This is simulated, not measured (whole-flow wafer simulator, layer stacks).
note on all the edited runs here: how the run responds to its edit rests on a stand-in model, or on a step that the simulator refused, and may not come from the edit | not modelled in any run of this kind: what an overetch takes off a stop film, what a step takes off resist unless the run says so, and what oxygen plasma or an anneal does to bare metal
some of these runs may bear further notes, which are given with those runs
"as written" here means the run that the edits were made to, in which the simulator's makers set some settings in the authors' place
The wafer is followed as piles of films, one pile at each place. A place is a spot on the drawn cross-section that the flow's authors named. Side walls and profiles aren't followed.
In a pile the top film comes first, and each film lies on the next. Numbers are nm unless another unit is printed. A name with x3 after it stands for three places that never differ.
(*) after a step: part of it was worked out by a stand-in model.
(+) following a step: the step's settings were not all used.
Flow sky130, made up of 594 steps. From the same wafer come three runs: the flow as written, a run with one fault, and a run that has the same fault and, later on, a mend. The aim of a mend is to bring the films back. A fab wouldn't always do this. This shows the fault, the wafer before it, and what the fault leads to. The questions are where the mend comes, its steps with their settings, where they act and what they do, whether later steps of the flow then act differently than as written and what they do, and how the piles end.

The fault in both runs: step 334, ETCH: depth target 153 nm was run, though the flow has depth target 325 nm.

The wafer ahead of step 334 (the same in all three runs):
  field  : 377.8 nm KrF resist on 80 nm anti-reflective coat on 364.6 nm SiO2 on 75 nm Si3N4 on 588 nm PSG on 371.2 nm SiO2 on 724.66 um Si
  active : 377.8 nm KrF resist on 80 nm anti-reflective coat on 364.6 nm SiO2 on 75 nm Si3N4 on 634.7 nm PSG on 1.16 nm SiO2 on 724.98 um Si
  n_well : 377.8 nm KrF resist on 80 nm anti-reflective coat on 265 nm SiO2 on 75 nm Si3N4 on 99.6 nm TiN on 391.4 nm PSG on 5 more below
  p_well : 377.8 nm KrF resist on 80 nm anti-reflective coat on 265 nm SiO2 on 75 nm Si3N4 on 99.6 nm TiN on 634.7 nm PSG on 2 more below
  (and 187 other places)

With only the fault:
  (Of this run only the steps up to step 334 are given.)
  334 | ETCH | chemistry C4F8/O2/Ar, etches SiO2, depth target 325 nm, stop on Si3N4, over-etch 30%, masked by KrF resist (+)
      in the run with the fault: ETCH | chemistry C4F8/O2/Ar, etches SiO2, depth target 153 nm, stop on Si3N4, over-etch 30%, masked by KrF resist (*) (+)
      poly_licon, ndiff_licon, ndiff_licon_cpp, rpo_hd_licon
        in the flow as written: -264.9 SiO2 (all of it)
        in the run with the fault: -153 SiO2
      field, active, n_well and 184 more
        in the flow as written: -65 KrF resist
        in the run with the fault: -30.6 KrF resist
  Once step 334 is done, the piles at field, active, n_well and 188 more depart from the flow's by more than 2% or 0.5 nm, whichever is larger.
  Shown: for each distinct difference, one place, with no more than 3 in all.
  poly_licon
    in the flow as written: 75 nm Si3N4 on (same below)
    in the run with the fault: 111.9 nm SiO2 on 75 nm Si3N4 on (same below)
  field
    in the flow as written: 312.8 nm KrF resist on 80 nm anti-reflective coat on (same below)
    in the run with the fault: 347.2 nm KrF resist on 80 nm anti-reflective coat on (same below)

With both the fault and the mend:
  The mend follows step 334.
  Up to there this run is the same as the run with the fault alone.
  334a | ETCH | chemistry C4F8/O2/Ar, etches SiO2, depth target 172 nm, stop on Si3N4, over-etch 30%, masked by KrF resist (+) (a further turn of the flow's step 334, with different settings)
      field, active, n_well and 184 more
        -34.4 KrF resist
      poly_licon, ndiff_licon, ndiff_licon_cpp, rpo_hd_licon
        -111.9 SiO2 (all of it)
  Later steps of the flow that are run all act as written at every place that is followed.
  At every place that both follow, the piles at the end match the flow's.
